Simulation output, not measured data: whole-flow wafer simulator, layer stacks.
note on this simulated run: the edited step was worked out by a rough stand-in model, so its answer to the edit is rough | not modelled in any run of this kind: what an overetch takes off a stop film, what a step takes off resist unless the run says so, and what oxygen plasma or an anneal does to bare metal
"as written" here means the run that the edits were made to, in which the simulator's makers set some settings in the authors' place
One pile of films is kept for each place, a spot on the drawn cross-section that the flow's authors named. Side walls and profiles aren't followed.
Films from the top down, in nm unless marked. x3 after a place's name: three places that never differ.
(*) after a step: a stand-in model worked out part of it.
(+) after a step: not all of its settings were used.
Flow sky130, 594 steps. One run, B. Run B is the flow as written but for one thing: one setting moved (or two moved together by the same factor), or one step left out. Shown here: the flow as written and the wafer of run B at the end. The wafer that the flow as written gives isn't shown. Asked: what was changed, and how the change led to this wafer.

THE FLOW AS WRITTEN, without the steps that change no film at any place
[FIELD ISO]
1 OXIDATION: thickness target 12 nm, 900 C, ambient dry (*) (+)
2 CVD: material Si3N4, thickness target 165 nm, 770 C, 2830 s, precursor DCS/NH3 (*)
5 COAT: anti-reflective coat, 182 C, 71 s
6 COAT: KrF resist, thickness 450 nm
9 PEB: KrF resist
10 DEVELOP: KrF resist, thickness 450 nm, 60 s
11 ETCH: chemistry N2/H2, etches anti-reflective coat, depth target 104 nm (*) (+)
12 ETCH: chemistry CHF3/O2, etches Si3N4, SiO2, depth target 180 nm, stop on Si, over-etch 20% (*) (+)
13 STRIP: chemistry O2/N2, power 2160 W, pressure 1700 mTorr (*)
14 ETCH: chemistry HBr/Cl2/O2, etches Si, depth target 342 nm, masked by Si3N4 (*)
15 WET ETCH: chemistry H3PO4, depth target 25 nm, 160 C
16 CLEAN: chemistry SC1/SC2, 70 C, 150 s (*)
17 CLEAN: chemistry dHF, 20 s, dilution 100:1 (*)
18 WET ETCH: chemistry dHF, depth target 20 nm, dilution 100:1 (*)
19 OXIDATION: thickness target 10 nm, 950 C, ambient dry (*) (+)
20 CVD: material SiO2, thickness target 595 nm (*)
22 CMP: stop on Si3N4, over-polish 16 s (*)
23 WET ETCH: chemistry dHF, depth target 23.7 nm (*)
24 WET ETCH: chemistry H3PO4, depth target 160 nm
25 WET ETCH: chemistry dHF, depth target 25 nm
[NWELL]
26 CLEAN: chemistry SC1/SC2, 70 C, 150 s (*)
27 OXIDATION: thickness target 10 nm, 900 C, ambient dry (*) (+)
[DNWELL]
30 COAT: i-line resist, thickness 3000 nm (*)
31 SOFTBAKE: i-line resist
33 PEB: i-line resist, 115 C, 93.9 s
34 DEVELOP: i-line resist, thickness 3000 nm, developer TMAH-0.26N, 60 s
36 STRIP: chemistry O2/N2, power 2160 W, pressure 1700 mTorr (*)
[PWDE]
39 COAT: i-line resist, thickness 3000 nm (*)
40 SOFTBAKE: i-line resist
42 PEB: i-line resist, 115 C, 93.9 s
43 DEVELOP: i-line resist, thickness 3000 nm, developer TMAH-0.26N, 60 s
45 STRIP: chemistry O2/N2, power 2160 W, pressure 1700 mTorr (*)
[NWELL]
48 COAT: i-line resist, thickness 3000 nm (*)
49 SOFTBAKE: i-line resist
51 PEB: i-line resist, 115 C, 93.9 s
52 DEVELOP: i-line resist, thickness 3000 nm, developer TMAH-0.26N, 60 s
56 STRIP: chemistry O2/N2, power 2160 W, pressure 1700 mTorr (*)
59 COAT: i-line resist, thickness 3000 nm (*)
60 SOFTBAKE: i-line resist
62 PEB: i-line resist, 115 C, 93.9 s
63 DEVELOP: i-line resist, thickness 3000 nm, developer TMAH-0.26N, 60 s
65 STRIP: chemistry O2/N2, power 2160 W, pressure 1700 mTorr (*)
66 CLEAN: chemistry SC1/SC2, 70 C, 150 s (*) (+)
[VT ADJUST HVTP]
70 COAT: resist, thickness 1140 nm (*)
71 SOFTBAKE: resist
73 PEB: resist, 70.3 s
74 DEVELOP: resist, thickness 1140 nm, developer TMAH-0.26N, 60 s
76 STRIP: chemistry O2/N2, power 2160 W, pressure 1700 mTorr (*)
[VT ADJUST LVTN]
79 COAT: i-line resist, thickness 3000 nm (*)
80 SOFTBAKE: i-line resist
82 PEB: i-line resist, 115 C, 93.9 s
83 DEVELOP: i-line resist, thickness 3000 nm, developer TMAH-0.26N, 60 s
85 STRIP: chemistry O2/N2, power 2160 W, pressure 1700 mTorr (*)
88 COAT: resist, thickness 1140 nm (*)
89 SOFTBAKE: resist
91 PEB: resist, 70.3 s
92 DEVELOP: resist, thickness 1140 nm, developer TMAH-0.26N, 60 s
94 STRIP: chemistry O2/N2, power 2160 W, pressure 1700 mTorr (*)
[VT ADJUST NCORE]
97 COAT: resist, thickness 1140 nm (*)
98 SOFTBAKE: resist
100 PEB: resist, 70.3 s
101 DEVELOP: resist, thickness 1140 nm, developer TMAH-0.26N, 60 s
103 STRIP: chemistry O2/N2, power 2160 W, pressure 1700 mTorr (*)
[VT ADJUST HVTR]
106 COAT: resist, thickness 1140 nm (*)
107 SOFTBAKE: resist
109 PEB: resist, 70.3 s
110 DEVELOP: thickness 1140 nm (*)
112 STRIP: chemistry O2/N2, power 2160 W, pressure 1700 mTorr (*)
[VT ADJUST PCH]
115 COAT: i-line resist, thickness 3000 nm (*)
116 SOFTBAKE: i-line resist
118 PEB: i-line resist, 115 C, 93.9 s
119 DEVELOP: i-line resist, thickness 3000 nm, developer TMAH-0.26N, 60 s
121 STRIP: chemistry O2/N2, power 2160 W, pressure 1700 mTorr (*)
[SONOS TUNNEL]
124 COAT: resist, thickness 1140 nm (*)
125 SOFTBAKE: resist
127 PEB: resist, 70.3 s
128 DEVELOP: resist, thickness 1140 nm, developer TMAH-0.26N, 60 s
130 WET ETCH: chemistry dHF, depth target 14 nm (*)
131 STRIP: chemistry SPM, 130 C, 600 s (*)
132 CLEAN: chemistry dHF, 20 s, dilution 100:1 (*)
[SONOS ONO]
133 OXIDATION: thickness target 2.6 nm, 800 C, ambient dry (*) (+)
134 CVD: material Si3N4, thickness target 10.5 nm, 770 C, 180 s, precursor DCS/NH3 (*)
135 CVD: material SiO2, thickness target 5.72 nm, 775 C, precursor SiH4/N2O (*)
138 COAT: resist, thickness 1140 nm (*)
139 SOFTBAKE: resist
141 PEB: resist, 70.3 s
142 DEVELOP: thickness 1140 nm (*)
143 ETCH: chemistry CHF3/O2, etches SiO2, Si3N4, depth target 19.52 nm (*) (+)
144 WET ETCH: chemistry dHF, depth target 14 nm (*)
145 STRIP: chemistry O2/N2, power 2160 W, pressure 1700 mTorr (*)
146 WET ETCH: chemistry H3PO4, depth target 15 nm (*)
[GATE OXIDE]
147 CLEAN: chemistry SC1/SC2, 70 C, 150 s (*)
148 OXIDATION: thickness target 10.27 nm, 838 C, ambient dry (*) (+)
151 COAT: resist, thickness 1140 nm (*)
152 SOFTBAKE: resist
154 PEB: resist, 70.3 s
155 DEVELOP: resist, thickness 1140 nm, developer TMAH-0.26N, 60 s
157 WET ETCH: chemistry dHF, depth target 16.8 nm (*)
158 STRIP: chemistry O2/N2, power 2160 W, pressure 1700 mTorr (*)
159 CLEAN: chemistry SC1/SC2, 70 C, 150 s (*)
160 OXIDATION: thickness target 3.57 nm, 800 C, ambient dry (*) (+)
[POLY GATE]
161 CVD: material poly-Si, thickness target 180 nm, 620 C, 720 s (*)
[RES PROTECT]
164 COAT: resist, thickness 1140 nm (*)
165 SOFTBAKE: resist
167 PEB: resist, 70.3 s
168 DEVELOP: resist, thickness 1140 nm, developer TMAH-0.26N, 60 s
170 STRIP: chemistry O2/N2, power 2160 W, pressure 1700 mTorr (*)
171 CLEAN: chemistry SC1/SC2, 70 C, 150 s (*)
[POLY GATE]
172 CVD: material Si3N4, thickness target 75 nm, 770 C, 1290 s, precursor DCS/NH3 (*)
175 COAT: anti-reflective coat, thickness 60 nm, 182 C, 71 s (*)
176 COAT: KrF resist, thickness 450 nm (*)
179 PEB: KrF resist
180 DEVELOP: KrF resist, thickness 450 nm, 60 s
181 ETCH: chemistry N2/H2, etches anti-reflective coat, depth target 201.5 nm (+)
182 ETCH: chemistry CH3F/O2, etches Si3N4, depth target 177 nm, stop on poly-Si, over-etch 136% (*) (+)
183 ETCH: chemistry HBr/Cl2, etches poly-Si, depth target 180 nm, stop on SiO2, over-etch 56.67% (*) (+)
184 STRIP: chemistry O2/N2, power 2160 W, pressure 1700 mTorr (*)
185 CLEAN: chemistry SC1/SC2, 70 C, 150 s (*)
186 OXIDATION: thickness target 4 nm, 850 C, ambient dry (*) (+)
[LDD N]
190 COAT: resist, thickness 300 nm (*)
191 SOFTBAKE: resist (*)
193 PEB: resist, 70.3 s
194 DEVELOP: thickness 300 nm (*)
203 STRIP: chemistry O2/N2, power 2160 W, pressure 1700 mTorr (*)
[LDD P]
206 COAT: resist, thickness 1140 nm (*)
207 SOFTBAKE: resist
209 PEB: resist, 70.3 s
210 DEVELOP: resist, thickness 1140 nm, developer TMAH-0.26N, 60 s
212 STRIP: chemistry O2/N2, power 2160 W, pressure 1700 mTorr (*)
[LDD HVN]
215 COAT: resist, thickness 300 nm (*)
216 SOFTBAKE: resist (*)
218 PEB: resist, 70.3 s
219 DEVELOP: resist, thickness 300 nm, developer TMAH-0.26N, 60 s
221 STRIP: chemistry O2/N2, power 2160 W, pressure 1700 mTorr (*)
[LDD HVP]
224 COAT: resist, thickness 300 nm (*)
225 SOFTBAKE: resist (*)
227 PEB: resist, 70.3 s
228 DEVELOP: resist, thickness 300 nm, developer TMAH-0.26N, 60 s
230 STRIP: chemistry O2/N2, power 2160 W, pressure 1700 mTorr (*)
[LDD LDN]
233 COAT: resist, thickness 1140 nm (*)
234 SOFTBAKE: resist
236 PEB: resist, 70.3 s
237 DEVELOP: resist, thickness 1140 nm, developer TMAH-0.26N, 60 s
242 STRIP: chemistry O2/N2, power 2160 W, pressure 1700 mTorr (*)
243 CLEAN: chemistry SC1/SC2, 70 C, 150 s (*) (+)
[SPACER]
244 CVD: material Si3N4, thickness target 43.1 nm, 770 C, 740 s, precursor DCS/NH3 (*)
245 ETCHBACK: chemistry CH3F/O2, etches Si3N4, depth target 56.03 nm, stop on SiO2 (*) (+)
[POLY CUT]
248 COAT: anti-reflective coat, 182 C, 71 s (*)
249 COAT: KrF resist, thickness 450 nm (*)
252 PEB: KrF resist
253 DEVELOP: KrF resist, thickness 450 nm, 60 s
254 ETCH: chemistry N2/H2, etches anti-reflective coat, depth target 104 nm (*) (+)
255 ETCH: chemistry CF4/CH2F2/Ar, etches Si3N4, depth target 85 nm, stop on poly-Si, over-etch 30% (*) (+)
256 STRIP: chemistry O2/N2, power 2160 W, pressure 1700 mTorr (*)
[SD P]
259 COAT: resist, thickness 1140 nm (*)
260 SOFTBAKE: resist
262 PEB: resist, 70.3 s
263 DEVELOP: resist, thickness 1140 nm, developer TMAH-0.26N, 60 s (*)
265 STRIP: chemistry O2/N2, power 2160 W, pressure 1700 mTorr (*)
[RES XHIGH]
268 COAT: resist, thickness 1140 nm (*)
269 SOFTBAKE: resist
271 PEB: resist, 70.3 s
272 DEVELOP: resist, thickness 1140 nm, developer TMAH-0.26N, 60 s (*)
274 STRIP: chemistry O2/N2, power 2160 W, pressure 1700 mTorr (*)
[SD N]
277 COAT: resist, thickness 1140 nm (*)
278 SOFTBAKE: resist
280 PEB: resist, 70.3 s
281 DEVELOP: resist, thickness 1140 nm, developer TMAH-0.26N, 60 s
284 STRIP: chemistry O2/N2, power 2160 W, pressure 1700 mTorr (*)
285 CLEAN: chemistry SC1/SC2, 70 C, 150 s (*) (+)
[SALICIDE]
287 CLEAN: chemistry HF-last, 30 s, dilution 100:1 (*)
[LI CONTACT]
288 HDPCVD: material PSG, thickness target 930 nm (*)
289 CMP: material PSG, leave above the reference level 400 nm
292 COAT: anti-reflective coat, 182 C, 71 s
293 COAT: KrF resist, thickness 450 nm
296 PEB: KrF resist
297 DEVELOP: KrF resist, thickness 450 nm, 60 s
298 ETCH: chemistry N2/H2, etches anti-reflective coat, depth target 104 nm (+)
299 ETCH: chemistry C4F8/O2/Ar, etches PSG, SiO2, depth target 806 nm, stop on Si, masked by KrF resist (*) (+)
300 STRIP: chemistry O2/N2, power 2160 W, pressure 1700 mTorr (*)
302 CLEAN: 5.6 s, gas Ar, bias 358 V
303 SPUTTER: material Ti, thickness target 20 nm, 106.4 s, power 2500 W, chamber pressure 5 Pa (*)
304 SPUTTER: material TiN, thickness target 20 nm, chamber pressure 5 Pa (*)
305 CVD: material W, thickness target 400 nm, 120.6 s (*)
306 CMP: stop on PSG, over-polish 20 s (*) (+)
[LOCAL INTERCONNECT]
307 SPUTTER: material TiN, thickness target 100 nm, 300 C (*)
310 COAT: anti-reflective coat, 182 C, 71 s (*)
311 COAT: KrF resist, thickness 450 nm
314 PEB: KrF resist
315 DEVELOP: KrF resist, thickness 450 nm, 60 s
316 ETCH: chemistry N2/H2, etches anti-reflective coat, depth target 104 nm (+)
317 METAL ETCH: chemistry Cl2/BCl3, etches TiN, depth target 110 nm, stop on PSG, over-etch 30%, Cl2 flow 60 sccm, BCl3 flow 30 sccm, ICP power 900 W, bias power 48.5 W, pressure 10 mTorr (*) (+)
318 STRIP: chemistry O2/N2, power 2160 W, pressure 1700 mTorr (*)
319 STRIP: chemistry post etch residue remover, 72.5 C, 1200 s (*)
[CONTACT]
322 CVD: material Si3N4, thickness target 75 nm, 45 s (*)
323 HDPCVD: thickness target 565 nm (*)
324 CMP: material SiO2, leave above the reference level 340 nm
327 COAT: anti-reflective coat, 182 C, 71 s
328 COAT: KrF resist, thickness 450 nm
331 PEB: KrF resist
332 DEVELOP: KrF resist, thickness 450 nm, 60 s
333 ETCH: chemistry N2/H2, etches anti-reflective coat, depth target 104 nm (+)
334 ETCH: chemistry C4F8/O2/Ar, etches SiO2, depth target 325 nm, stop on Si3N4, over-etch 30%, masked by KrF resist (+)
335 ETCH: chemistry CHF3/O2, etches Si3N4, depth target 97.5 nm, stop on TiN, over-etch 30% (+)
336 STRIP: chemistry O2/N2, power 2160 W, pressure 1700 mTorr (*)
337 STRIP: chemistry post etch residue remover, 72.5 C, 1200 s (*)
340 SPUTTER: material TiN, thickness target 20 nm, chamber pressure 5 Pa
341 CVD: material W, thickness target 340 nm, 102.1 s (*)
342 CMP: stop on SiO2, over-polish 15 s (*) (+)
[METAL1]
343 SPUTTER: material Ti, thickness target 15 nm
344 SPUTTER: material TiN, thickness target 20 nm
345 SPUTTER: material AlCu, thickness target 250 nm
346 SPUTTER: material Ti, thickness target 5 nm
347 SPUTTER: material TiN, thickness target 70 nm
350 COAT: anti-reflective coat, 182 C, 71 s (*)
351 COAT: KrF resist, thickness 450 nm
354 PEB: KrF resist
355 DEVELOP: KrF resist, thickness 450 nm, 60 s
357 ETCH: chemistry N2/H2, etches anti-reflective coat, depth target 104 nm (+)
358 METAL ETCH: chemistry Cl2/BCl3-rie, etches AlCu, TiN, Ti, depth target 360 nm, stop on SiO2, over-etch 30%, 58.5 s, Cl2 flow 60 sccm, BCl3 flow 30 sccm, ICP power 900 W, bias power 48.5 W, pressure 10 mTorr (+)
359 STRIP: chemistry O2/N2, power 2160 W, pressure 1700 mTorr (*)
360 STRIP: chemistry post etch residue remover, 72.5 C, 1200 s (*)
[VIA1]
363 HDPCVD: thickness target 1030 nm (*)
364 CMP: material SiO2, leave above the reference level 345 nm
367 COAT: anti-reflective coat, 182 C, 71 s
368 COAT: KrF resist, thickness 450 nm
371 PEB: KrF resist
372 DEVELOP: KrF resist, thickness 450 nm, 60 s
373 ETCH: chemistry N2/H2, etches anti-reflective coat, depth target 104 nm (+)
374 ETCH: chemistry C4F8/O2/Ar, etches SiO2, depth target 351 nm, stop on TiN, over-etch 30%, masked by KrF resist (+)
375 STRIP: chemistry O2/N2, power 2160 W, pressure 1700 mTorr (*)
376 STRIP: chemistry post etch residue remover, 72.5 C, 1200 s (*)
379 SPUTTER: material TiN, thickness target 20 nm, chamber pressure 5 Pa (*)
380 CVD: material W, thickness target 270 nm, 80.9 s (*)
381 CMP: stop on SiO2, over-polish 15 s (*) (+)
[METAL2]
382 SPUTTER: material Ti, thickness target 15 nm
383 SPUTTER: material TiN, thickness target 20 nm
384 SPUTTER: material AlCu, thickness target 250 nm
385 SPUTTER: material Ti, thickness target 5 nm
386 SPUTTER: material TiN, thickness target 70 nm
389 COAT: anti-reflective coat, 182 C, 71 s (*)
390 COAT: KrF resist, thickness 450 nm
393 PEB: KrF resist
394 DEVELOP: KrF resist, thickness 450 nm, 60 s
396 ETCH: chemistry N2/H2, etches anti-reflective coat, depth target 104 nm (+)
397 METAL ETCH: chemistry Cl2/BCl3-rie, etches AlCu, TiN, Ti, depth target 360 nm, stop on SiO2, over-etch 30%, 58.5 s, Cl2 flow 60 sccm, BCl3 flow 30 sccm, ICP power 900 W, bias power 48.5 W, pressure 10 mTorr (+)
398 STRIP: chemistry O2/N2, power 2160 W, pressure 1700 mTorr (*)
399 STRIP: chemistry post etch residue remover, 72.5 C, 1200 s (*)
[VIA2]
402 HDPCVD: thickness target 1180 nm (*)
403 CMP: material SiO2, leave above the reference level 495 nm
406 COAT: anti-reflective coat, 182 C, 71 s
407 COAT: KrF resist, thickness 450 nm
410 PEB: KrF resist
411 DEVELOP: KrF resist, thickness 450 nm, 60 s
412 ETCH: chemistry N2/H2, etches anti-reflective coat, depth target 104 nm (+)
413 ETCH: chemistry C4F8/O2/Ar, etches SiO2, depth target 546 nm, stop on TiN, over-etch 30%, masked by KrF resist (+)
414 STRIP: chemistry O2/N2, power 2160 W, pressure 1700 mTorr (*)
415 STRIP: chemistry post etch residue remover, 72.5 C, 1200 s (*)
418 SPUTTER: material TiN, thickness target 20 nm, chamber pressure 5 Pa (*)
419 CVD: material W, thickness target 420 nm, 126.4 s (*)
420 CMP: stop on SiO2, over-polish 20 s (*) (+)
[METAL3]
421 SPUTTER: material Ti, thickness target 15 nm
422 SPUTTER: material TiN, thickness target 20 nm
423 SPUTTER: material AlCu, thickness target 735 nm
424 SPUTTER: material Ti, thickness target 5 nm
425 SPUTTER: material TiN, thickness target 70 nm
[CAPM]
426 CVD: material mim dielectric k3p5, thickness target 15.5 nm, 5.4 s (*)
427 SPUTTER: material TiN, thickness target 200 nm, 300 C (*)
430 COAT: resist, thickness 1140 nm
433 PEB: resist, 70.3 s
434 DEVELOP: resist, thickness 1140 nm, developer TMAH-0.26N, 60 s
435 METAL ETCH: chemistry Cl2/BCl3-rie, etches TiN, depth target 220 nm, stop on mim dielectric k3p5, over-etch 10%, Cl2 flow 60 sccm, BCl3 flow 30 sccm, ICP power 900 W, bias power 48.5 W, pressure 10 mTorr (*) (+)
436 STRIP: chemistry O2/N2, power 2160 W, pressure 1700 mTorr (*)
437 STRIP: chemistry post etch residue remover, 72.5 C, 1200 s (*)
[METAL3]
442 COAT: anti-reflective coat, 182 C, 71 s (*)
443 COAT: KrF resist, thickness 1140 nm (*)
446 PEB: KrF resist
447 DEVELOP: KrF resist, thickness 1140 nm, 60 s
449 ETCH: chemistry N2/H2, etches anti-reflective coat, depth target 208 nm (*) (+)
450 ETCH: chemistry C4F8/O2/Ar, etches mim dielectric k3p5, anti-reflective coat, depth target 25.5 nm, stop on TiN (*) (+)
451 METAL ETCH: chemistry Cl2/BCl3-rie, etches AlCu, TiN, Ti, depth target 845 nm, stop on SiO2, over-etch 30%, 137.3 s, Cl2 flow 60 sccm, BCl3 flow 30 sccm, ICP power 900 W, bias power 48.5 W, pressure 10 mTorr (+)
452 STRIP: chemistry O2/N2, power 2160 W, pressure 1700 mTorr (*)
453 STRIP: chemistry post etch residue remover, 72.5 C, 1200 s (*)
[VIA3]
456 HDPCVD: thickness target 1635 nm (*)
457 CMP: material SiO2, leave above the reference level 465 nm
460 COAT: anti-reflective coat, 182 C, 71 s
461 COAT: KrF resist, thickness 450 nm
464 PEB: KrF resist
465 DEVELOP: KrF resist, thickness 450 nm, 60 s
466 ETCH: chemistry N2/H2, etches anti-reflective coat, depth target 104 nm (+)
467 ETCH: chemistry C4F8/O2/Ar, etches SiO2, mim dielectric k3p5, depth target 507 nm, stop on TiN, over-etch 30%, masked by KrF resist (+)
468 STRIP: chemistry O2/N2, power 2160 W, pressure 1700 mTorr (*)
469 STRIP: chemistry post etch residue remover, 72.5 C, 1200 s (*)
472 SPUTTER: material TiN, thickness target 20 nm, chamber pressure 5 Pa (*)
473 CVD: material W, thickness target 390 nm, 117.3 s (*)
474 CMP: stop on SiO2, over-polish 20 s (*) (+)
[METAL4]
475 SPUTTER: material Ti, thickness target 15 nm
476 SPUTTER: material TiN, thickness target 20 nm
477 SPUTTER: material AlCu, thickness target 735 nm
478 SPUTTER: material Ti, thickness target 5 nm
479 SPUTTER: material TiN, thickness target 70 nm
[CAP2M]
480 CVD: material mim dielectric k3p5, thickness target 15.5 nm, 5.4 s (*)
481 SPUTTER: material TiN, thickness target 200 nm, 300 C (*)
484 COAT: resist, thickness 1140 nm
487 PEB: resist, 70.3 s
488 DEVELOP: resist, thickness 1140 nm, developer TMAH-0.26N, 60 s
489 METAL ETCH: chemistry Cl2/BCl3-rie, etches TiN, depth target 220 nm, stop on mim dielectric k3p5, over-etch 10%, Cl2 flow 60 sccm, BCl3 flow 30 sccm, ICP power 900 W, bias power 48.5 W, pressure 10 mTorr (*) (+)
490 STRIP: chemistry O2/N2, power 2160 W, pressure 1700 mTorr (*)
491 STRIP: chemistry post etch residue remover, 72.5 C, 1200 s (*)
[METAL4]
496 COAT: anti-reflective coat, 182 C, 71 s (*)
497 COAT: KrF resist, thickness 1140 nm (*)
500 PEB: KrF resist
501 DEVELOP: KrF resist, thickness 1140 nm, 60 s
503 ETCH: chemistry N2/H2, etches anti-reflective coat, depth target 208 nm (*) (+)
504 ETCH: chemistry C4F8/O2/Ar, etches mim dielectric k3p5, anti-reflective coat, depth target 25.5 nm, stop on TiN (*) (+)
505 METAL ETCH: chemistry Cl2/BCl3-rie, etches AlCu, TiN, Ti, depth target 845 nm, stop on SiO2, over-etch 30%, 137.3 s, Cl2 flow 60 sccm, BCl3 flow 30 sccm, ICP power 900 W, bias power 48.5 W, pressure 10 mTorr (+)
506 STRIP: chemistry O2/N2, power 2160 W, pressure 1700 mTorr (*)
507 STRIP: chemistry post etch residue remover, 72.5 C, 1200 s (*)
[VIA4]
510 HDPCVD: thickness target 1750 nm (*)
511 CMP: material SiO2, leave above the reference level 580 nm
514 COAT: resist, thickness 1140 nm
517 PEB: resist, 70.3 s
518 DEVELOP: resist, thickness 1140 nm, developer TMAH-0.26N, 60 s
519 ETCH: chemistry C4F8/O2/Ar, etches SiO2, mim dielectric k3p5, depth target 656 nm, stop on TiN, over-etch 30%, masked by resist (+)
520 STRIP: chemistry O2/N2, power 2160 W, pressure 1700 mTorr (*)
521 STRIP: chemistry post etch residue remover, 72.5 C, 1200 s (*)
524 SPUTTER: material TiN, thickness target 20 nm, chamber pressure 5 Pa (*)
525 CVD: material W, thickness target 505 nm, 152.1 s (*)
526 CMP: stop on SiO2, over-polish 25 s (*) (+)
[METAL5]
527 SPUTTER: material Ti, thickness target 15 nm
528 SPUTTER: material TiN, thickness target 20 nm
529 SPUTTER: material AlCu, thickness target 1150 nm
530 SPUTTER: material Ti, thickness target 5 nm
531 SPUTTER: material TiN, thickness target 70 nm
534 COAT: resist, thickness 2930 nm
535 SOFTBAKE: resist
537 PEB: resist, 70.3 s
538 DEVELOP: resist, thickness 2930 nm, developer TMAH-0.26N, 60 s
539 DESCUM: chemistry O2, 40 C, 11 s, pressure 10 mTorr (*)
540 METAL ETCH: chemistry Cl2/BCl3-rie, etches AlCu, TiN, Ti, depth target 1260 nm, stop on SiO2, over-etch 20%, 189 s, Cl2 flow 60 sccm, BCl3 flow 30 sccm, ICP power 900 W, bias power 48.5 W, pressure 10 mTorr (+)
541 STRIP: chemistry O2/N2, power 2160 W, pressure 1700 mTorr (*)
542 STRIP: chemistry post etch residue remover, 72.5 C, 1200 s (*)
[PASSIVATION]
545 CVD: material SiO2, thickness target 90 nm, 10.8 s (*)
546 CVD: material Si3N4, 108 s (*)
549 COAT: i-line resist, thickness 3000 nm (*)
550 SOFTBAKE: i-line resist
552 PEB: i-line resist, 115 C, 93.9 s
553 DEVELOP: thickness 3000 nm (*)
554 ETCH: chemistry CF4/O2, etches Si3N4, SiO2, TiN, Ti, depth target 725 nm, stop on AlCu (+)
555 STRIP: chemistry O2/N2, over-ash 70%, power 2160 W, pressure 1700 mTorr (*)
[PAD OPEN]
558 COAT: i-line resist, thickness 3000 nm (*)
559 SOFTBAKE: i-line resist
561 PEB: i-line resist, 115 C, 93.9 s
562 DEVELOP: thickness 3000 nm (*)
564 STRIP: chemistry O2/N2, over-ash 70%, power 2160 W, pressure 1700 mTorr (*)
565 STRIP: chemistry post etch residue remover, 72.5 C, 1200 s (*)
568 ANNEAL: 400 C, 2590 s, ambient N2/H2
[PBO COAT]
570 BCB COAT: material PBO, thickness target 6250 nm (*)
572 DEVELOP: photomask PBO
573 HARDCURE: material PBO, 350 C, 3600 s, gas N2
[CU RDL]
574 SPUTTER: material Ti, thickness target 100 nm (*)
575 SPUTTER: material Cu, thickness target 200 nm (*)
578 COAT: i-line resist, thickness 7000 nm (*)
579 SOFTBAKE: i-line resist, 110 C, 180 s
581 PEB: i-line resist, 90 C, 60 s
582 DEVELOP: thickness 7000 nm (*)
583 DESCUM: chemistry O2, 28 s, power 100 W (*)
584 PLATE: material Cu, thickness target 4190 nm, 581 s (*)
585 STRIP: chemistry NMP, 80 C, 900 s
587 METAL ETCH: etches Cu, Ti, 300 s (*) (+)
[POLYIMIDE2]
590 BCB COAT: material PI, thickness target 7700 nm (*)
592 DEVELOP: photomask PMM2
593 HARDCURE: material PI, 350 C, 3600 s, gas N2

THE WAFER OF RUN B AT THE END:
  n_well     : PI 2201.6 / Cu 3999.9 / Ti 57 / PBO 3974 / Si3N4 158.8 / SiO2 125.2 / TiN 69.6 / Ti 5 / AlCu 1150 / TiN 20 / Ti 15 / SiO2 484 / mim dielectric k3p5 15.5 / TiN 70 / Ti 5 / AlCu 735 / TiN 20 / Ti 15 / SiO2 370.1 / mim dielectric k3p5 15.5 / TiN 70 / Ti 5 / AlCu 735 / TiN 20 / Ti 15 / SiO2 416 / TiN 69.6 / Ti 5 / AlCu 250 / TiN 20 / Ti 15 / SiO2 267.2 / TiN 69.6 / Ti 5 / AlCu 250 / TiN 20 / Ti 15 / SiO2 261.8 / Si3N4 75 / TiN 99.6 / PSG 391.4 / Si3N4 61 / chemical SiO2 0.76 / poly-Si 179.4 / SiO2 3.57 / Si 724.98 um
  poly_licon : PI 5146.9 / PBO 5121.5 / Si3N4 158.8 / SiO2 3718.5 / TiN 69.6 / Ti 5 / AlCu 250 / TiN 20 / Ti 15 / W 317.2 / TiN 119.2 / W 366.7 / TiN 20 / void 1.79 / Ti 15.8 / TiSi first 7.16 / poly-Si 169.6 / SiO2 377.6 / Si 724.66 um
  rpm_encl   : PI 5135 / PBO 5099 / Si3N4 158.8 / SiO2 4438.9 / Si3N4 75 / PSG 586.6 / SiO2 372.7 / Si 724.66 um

The cause: step 574, SPUTTER: thickness target 57 nm was run, where the flow has thickness target 100 nm.
It can be read off the wafer: n_well has Ti 57, and step 574 as written asks for 100 nm.

How the change led to this, step by step:
  574 SPUTTER: material Ti, thickness target 100 nm (*)
      field, active, n_well and 190 more: Ti +57 (new film) (as written it would be: Ti +100 (new film))
  587 METAL ETCH: etches Cu, Ti, 300 s (*) (+)
      field, active, gate and 167 more: Cu -200 (all of it), Ti -57 (all of it) (as written it would be: Cu -200 (all of it), Ti -100 (all of it))
  590 BCB COAT: material PI, thickness target 7700 nm (*)
      de16_gate_nw: PI +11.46 um (new film) (as written it would be: PI +11.5 um (new film))
